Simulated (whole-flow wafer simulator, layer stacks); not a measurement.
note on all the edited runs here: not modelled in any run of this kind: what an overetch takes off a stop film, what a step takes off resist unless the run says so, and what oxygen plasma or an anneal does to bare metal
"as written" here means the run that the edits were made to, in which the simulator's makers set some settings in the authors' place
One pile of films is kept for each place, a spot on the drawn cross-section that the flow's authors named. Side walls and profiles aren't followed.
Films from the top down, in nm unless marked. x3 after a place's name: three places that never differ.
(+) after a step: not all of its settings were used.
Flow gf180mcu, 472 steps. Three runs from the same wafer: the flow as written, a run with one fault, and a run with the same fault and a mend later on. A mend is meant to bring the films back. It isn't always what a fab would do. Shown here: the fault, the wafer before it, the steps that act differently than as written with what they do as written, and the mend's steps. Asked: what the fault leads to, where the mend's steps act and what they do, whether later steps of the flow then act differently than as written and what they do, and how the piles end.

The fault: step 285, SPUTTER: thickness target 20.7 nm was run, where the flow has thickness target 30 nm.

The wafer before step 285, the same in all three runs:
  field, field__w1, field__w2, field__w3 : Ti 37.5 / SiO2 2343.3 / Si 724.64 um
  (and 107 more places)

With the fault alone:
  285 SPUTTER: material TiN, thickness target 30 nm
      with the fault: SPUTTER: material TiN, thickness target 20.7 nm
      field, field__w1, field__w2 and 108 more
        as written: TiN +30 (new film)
        with the fault: TiN +20.7 (new film)
  Later steps of the flow that act differently than as written:
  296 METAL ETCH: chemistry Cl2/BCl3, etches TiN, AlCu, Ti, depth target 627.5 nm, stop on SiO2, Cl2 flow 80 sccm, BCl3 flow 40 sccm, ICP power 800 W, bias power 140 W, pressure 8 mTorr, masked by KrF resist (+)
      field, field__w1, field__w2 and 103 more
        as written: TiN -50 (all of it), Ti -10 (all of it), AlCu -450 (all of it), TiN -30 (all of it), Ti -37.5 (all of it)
        with the fault: TiN -50 (all of it), Ti -10 (all of it), AlCu -450 (all of it), TiN -20.7 (all of it), Ti -37.5 (all of it)
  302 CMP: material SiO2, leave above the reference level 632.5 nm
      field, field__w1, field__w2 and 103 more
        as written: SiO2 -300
        with the fault: SiO2 -309.3
  At the end the piles differ from the flow's by more than 2% or 0.5 nm, whichever is larger, at field__w8, contact, m1, m1__w1, m1_nw.
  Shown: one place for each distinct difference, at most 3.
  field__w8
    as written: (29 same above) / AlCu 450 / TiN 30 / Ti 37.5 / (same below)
    with the fault: (29 same above) / AlCu 450 / TiN 20.7 / Ti 37.5 / (same below)
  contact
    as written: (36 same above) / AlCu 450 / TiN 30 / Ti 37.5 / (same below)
    with the fault: (36 same above) / AlCu 450 / TiN 20.7 / Ti 37.5 / (same below)

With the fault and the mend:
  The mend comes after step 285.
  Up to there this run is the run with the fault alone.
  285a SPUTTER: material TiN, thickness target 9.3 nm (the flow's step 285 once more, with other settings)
      field, field__w1, field__w2 and 108 more
        TiN +9.3
  No later step of the flow acts differently than as written at any place that is followed.
  At the end the piles are the same as the flow's at every place that both follow.
